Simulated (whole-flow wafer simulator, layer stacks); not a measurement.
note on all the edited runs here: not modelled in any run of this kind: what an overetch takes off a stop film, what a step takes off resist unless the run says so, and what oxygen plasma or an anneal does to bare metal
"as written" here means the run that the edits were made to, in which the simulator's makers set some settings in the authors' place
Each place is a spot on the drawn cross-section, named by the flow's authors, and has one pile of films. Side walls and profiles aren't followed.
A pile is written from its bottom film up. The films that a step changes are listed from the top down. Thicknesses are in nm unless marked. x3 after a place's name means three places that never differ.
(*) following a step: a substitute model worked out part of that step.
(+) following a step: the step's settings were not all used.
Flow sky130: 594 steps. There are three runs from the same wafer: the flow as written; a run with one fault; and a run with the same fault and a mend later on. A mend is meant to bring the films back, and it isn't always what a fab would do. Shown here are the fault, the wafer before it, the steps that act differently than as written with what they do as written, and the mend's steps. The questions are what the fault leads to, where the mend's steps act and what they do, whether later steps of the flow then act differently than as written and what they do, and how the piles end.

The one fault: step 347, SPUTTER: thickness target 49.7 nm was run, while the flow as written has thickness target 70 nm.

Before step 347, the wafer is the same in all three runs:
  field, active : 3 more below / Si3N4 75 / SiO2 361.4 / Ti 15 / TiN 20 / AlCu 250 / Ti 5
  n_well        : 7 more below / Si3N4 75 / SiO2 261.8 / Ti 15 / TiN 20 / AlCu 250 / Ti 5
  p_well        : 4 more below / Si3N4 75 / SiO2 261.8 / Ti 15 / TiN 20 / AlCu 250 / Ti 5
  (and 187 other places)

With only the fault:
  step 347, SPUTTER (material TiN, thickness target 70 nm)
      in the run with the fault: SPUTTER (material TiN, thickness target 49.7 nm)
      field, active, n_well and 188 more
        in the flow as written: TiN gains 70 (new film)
        in the run with the fault: TiN gains 49.7 (new film)
  Steps later in the flow that act otherwise than as written (13 other steps are not shown; they differ only slightly, by no more than 2% or 0.5 nm, whichever is larger):
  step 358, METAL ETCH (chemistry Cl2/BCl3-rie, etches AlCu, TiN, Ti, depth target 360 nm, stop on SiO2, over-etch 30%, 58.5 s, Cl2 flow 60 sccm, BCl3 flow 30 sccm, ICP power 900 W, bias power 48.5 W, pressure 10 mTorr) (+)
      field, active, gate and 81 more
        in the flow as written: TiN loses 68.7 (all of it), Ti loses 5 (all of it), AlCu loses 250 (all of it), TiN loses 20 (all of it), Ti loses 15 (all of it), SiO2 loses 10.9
        in the run with the fault: TiN loses 48.4 (all of it), Ti loses 5 (all of it), AlCu loses 250 (all of it), TiN loses 20 (all of it), Ti loses 15 (all of it), SiO2 loses 13
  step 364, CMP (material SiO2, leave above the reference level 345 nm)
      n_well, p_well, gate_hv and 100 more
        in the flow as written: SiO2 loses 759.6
        in the run with the fault: SiO2 loses 739.3
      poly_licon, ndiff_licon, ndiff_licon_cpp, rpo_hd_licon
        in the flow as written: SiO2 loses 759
        in the run with the fault: SiO2 loses 738.7
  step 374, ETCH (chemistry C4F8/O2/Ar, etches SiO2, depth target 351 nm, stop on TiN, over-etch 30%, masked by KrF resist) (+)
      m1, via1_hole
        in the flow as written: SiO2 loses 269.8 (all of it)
        in the run with the fault: SiO2 loses 290.1 (all of it)
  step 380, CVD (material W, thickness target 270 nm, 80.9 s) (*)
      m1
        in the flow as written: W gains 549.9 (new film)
        in the run with the fault: W gains 570.5 (new film)
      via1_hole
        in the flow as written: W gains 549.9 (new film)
        in the run with the fault: W gains 570.6 (new film)
  The piles end different from the flow's at n_well, p_well, gate_hv and 104 more by more than 2% or 0.5 nm, whichever is larger.
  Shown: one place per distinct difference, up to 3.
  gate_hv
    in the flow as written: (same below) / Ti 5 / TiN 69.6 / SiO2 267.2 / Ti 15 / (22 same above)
    in the run with the fault: (same below) / Ti 5 / TiN 49.3 / SiO2 287.5 / Ti 15 / (22 same above)
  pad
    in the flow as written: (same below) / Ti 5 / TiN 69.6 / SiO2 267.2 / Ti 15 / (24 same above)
    in the run with the fault: (same below) / Ti 5 / TiN 49.3 / SiO2 287.5 / Ti 15 / (24 same above)
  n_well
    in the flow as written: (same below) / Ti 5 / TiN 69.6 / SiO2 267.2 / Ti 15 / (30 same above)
    in the run with the fault: (same below) / Ti 5 / TiN 49.3 / SiO2 287.5 / Ti 15 / (30 same above)

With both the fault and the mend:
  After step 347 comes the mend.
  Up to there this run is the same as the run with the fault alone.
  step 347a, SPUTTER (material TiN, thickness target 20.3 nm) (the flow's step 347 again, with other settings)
      field, active, n_well and 188 more
        TiN gains 20.3
  Later steps of the flow that are run all act as written at every place that is followed.
  At every place that both follow, the piles at the end match the flow's.
